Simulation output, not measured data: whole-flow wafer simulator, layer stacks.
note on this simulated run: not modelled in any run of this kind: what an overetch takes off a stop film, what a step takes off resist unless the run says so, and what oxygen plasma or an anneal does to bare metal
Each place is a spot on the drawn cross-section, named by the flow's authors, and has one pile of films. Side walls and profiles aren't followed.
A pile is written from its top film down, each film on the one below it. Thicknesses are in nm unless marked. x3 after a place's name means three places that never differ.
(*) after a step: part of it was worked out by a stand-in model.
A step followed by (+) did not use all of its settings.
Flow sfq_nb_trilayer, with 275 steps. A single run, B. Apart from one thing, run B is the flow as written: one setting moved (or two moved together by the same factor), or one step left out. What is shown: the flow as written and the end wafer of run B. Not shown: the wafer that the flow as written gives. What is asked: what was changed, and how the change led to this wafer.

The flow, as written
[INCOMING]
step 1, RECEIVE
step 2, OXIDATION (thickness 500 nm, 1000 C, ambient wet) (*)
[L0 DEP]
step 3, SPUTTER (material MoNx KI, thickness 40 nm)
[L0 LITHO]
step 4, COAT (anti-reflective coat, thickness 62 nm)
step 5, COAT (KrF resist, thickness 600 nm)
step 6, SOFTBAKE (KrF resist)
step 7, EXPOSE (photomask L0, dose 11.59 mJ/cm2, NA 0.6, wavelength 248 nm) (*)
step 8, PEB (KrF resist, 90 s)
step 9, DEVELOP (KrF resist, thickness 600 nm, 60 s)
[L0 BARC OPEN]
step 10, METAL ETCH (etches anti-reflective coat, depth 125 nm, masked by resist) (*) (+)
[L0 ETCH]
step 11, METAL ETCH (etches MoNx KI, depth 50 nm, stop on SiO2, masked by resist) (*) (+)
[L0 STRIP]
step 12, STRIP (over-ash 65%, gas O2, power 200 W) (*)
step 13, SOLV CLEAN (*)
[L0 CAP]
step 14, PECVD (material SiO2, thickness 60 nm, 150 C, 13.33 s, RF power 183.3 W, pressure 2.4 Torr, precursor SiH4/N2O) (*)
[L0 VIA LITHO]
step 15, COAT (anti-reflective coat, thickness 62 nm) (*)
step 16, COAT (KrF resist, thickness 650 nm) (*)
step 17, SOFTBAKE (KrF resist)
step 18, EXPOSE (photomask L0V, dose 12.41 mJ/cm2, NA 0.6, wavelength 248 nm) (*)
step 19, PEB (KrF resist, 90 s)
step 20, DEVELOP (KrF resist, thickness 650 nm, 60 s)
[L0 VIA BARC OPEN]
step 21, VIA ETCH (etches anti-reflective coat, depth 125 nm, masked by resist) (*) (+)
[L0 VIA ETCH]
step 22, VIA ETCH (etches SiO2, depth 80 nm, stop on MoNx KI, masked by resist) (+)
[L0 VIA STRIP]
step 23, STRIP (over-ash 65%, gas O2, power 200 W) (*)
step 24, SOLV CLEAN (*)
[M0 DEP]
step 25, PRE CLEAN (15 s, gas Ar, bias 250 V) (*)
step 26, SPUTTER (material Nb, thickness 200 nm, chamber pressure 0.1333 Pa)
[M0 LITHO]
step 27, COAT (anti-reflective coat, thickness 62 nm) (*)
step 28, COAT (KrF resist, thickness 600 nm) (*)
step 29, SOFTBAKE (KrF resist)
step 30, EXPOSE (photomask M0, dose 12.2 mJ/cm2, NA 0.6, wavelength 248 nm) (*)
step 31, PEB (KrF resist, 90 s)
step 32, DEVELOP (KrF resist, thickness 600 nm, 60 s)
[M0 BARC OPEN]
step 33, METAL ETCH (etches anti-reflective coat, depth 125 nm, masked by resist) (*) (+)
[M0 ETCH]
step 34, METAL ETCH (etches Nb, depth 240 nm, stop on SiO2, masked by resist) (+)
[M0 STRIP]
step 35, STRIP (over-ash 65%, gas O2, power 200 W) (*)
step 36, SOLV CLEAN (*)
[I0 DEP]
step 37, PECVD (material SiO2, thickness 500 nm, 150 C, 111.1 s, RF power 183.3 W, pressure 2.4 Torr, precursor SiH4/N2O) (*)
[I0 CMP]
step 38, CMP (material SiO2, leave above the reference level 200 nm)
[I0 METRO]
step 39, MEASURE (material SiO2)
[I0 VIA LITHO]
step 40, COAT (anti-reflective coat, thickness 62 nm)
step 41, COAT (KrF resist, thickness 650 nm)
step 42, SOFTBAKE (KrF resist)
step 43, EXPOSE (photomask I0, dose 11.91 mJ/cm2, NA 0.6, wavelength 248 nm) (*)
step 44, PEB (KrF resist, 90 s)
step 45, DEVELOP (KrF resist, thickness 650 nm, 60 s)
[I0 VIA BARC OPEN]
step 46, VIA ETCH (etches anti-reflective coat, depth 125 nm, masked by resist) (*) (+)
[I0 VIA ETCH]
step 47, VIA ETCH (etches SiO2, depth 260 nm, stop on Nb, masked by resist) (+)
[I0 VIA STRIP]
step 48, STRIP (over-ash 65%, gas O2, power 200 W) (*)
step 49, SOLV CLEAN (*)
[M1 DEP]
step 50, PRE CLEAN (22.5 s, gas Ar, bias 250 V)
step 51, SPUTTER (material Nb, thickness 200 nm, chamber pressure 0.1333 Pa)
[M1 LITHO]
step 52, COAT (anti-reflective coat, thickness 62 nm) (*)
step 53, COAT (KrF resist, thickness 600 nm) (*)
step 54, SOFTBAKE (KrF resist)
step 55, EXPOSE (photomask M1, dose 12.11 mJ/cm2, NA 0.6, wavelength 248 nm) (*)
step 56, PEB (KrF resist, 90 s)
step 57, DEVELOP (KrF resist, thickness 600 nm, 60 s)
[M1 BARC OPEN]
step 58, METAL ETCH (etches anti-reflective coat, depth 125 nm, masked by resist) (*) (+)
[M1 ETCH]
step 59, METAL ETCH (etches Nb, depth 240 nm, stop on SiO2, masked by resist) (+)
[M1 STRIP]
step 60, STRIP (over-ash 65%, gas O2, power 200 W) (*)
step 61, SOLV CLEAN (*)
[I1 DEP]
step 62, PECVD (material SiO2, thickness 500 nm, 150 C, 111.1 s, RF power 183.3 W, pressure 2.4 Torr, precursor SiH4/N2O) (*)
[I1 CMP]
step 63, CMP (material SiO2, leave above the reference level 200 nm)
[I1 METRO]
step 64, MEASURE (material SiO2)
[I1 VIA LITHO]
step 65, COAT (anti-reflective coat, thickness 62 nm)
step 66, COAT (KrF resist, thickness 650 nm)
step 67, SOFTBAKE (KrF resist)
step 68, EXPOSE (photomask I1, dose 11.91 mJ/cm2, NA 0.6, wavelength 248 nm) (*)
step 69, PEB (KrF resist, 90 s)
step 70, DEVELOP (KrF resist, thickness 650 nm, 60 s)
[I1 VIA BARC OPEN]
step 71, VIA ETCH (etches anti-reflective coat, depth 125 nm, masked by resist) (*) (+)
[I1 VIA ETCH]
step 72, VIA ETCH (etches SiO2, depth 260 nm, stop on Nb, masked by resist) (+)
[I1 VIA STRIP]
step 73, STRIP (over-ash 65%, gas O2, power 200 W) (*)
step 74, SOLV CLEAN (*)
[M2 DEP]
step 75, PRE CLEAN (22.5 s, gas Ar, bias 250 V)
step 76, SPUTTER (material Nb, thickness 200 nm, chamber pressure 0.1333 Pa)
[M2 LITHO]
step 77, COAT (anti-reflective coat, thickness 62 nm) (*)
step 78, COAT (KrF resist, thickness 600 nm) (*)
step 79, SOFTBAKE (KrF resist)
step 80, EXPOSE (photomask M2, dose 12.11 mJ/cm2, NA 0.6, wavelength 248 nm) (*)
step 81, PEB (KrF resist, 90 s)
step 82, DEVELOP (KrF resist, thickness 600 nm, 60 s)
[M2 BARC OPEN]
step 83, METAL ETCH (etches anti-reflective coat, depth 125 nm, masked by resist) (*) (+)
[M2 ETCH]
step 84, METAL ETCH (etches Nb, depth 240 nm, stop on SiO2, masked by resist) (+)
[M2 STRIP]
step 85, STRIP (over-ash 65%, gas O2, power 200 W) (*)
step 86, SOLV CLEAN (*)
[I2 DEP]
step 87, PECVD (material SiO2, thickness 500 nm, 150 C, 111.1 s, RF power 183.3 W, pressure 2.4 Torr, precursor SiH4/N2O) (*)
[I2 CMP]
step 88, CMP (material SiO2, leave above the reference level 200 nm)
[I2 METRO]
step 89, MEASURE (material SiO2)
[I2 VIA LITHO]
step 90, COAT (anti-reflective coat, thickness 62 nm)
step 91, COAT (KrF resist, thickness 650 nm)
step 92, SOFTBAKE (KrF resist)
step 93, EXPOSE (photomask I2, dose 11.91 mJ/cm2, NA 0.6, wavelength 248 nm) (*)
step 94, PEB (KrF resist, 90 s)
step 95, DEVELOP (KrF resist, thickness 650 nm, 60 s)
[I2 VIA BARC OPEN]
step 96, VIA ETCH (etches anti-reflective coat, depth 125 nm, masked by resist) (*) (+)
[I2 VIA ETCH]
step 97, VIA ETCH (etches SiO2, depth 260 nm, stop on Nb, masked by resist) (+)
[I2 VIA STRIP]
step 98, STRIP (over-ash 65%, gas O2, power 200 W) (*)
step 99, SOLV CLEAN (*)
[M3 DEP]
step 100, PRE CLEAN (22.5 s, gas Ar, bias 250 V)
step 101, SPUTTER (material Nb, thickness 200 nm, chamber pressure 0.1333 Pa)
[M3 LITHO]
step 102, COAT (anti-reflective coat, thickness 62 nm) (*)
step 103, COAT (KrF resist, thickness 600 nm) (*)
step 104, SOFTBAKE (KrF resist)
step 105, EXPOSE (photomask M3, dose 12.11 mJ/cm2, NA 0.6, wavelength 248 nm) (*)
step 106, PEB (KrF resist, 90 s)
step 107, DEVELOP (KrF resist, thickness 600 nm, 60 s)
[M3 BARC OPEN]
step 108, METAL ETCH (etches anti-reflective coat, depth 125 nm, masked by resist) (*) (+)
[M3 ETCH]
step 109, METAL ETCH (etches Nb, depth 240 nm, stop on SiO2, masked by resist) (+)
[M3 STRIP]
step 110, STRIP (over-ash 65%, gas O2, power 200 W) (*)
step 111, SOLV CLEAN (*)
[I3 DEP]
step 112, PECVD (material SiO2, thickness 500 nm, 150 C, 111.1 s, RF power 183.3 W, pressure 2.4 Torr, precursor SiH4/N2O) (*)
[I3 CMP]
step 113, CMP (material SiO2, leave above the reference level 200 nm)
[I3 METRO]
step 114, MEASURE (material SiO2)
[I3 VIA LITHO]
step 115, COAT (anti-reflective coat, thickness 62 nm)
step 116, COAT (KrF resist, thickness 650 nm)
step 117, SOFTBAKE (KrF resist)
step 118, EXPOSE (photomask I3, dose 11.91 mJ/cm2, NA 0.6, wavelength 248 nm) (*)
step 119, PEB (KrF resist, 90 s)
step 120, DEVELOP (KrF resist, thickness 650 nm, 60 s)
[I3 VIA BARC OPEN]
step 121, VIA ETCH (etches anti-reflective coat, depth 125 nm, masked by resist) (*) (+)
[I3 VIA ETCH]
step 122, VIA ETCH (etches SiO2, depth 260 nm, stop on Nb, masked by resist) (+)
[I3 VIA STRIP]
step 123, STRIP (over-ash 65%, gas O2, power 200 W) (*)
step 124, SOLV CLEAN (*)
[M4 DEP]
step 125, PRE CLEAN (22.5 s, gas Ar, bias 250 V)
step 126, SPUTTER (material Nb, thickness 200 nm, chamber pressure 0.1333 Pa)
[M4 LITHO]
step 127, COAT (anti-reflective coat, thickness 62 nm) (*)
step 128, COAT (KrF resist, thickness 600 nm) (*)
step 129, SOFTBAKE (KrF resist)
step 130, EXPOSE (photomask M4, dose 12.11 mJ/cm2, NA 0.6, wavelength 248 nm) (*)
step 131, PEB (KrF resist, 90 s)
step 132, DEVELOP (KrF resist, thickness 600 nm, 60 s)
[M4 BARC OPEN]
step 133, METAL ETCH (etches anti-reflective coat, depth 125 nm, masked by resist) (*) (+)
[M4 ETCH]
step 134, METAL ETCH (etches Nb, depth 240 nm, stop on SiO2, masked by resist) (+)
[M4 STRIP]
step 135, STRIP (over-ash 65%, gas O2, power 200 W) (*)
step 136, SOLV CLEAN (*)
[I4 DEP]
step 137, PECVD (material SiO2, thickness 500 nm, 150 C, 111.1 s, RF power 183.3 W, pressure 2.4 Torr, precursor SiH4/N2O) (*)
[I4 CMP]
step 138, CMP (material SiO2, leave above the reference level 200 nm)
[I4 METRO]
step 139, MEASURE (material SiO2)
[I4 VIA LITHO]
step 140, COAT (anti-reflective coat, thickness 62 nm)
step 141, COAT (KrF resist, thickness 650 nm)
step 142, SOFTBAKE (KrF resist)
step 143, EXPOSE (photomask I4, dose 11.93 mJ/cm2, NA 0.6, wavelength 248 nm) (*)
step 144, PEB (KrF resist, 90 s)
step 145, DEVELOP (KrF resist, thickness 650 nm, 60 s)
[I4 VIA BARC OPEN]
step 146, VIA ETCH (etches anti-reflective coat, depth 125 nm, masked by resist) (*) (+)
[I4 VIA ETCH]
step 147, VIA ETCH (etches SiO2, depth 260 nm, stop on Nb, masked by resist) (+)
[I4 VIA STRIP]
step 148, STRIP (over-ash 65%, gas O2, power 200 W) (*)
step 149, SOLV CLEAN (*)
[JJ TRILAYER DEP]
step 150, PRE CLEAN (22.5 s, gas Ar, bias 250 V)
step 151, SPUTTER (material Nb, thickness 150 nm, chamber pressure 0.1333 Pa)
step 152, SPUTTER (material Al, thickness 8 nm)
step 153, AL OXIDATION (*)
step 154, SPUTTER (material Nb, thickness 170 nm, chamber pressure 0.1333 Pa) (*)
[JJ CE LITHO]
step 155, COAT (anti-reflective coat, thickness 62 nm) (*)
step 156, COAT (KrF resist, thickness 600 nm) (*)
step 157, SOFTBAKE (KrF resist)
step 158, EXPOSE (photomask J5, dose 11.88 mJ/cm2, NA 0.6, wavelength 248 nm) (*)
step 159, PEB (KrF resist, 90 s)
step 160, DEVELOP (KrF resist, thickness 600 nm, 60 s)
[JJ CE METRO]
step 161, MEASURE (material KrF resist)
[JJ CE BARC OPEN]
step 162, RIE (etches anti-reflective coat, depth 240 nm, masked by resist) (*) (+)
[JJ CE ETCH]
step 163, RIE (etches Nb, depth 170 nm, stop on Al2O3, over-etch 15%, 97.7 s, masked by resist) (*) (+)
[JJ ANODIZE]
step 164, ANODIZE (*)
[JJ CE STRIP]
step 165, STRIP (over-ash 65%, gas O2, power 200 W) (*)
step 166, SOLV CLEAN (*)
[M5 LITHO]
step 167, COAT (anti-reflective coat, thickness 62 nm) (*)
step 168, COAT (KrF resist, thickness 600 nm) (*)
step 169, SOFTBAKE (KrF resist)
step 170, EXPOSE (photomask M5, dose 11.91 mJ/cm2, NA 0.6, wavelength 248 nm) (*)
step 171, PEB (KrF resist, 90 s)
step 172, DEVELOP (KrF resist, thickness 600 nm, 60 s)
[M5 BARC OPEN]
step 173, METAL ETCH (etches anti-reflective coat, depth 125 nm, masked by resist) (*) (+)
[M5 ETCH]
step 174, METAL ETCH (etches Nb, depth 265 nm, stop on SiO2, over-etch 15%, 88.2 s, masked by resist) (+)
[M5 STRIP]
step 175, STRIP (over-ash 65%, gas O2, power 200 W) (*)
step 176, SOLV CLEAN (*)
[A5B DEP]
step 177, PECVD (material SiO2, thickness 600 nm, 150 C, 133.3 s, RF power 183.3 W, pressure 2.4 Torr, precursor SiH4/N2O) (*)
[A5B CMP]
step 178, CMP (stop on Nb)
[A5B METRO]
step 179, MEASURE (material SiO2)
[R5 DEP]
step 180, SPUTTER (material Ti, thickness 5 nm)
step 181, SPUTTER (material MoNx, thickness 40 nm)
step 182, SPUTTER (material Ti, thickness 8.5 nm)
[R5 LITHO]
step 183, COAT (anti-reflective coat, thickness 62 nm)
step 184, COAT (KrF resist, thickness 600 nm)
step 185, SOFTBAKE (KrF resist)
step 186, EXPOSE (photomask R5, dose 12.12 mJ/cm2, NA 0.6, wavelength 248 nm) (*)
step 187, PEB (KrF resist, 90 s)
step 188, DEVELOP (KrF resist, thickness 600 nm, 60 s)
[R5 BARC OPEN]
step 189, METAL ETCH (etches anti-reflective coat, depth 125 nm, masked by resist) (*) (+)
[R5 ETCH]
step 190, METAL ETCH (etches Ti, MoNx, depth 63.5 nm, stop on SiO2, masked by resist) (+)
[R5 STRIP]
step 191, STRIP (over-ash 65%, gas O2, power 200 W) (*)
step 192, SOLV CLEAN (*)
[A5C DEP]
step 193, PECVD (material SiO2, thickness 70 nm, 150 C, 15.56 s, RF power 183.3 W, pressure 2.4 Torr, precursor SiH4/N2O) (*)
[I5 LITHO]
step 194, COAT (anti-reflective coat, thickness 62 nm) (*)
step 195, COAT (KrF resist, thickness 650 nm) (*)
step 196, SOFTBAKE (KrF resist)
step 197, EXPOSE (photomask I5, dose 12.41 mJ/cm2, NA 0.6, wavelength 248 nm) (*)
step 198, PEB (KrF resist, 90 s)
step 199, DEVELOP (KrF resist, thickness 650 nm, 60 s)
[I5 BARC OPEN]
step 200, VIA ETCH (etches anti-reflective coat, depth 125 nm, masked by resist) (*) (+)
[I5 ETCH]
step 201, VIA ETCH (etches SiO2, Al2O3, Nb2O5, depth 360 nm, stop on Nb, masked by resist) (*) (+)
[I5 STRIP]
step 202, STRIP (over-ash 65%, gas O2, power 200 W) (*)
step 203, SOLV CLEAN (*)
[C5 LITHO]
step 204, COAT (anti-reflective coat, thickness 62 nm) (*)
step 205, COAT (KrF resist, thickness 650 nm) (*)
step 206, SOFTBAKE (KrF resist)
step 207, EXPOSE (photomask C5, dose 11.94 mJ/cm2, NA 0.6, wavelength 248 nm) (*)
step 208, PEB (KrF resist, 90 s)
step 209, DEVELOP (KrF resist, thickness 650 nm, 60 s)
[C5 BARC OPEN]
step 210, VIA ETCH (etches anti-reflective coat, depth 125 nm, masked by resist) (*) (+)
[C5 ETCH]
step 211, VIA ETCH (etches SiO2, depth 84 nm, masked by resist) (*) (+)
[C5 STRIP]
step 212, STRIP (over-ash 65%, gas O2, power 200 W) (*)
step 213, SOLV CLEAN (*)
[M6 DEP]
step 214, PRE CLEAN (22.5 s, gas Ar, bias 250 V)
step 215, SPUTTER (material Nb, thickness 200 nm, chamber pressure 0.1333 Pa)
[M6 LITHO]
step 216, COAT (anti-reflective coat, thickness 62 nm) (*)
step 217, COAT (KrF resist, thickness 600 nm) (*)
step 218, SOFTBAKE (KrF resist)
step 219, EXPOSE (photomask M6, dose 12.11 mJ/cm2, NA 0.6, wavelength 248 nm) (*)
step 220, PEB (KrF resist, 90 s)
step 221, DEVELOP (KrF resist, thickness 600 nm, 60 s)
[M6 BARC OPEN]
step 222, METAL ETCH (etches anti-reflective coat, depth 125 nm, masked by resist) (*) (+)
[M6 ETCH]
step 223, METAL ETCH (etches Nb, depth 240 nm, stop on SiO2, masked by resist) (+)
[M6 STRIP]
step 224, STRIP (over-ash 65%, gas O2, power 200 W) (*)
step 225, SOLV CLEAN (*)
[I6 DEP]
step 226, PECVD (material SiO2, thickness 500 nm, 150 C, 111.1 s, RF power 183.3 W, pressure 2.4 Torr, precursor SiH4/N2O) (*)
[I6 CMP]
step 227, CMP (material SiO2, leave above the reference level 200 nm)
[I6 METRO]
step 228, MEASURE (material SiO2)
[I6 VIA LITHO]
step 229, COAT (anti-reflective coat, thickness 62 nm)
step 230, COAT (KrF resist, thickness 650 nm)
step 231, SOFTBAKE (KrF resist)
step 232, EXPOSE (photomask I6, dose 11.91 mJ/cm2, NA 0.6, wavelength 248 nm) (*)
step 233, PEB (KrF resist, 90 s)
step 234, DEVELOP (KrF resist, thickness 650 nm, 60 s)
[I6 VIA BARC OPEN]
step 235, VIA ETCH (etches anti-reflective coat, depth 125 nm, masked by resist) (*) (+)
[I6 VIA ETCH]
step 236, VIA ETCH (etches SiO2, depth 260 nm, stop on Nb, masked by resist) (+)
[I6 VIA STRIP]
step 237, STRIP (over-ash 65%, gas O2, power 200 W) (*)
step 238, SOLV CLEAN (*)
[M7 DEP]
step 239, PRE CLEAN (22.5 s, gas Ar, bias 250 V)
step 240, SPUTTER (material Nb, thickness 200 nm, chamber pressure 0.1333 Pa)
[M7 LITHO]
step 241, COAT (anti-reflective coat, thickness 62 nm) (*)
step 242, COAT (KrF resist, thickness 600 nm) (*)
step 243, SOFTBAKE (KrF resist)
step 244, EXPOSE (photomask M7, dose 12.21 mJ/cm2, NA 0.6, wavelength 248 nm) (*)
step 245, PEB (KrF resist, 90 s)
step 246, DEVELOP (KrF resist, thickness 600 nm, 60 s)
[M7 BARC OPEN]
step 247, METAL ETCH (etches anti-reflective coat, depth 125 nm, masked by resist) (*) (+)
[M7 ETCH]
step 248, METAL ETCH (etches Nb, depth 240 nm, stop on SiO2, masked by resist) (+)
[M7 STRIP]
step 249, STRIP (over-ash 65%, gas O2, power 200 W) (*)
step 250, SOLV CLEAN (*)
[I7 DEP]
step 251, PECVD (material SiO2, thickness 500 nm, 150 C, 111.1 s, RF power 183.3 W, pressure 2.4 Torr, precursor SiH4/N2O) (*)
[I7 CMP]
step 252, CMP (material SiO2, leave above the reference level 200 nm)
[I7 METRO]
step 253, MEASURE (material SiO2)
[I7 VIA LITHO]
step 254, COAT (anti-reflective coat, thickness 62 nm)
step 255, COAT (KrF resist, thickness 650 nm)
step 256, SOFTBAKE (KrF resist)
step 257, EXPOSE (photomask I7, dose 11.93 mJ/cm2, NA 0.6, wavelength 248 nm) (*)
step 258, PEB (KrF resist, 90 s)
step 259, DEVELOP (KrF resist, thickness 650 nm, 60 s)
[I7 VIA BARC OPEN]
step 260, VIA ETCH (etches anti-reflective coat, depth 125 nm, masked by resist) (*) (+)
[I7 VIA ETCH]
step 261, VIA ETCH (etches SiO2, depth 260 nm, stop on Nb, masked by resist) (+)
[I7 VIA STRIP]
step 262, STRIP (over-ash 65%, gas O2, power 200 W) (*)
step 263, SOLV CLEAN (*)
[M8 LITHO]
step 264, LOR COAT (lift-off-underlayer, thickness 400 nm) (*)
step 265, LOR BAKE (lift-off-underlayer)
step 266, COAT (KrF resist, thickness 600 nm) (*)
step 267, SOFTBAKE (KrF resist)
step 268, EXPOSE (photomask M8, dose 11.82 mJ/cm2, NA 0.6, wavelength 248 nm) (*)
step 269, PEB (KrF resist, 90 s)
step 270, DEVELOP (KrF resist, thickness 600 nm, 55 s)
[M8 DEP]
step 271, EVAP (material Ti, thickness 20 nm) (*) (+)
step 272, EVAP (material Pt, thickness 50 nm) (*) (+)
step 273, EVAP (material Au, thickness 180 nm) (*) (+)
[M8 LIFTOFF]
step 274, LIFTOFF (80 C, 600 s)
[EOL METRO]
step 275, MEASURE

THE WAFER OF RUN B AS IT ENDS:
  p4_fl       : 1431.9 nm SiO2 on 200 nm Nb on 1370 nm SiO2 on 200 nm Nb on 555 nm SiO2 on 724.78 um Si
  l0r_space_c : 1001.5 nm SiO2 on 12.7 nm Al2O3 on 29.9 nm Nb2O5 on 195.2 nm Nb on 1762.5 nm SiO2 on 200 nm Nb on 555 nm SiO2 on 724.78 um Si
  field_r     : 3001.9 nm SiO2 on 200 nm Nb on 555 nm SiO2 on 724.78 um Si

The reason: step 151, SPUTTER: thickness 206 nm was run, while the flow as written has thickness 150 nm.

Step by step, how the change led to this:
  step 151, SPUTTER (material Nb, thickness 150 nm, chamber pressure 0.1333 Pa)
      field_l, v_sur, via_sp and 100 more: Nb gains 206 (new film) (it would be, as written: Nb gains 150 (new film))
      via_wl, via_w, via_wr: Nb gains 179.7 (it would be, as written: Nb gains 130.4)
  step 154, SPUTTER (material Nb, thickness 170 nm, chamber pressure 0.1333 Pa) (*)
      via_wl, via_wr: Nb gains 137.6 (new film) (it would be, as written: Nb gains 140.7 (new film))
      via_w: Nb gains 138 (new film) (it would be, as written: Nb gains 141 (new film))
  step 155, COAT (anti-reflective coat, thickness 62 nm) (*)
      via_wl, via_wr: anti-reflective coat gains 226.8 (new film) (it would be, as written: anti-reflective coat gains 209.4 (new film))
      via_w: anti-reflective coat gains 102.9 (new film) (it would be, as written: anti-reflective coat gains 97.4 (new film))
  step 162, RIE (etches anti-reflective coat, depth 240 nm, masked by resist) (*) (+)
      ce_l, c5j, ce_r, wl_jj: KrF resist loses 226.8 (it would be, as written: KrF resist loses 209.4)
      via_wl, via_wr: anti-reflective coat loses 226.8 (all of it) (it would be, as written: anti-reflective coat loses 209.4 (all of it))
      (and at 1 other place as well)
  step 163, RIE (etches Nb, depth 170 nm, stop on Al2O3, over-etch 15%, 97.7 s, masked by resist) (*) (+)
      via_wl, via_wr: Nb loses 137.6 (all of it), Al2O3 loses 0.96 (all of it) (it would be, as written: Nb loses 140.7 (all of it), Al2O3 loses 0.96 (all of it))
      via_w: Nb loses 138 (all of it), Al2O3 loses 0.96 (all of it) (it would be, as written: Nb loses 141 (all of it), Al2O3 loses 0.96 (all of it))
  step 164, ANODIZE (*)
      via_wl, via_wr: Al2O3 gains 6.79 (new film), Nb2O5 gains 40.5 (new film), Al loses 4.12 (all of it), Nb loses 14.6 (it would be, as written: Al2O3 gains 7.52 (new film), Nb2O5 gains 39.2 (new film), Al loses 4.56 (all of it), Nb loses 14.1)
  step 165, STRIP (over-ash 65%, gas O2, power 200 W) (*)
      ce_l: KrF resist loses 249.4 (all of it), anti-reflective coat loses 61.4 (all of it) (it would be, as written: KrF resist loses 266.8 (all of it), anti-reflective coat loses 61.4 (all of it))
      c5j: KrF resist loses 249.4 (all of it), anti-reflective coat loses 61.5 (all of it) (it would be, as written: KrF resist loses 266.9 (all of it), anti-reflective coat loses 61.5 (all of it))
      (and at 2 other places as well)
  step 167, COAT (anti-reflective coat, thickness 62 nm) (*)
      v_sur: anti-reflective coat gains 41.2 (new film) (it would be, as written: anti-reflective coat gains 44.9 (new film))
      via_wl: anti-reflective coat gains 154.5 (new film) (it would be, as written: anti-reflective coat gains 170.5 (new film))
      (and at 3 other places as well)
  step 168, COAT (KrF resist, thickness 600 nm) (*)
      via_wl: KrF resist gains 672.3 (new film) (it would be, as written: KrF resist gains 656 (new film))
      via_wr: KrF resist gains 673.2 (new film) (it would be, as written: KrF resist gains 656.6 (new film))
  step 174, METAL ETCH (etches Nb, depth 265 nm, stop on SiO2, over-etch 15%, 88.2 s, masked by resist) (+)
      field_l, r_sur, res and 49 more: Al2O3 loses 12.6 (all of it), Nb2O5 loses 29.9 (all of it), Nb loses 195.2 (all of it), SiO2 loses 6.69 (it would be, as written: Al2O3 loses 12.6 (all of it), Nb2O5 loses 29.9 (all of it), Nb loses 139.2 (all of it), SiO2 loses 12.3)
      wl_a_sl: Al2O3 loses 12.6 (all of it), Nb2O5 loses 29.9 (all of it), Nb loses 195.2 (all of it), SiO2 loses 6.7 (it would be, as written: Al2O3 loses 12.6 (all of it), Nb2O5 loses 29.9 (all of it), Nb loses 139.2 (all of it), SiO2 loses 12.3)
  step 175, STRIP (over-ash 65%, gas O2, power 200 W) (*)
      v_sur: KrF resist loses 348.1 (all of it), anti-reflective coat loses 41.2 (all of it) (it would be, as written: KrF resist loses 349.2 (all of it), anti-reflective coat loses 44.9 (all of it))
      via_wl: KrF resist loses 443.3 (all of it), anti-reflective coat loses 154.5 (all of it) (it would be, as written: KrF resist loses 427 (all of it), anti-reflective coat loses 170.5 (all of it))
      (and at 3 other places as well)
  step 178, CMP (stop on Nb)
      field_l, p4_fl, p4_fm and 39 more: SiO2 loses 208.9 (it would be, as written: SiO2 loses 259.3)
      r_sur, res, r_end, moat, field_r, lsp_l: SiO2 loses 200 (it would be, as written: SiO2 loses 252.3)
      (and at 8 other places as well)
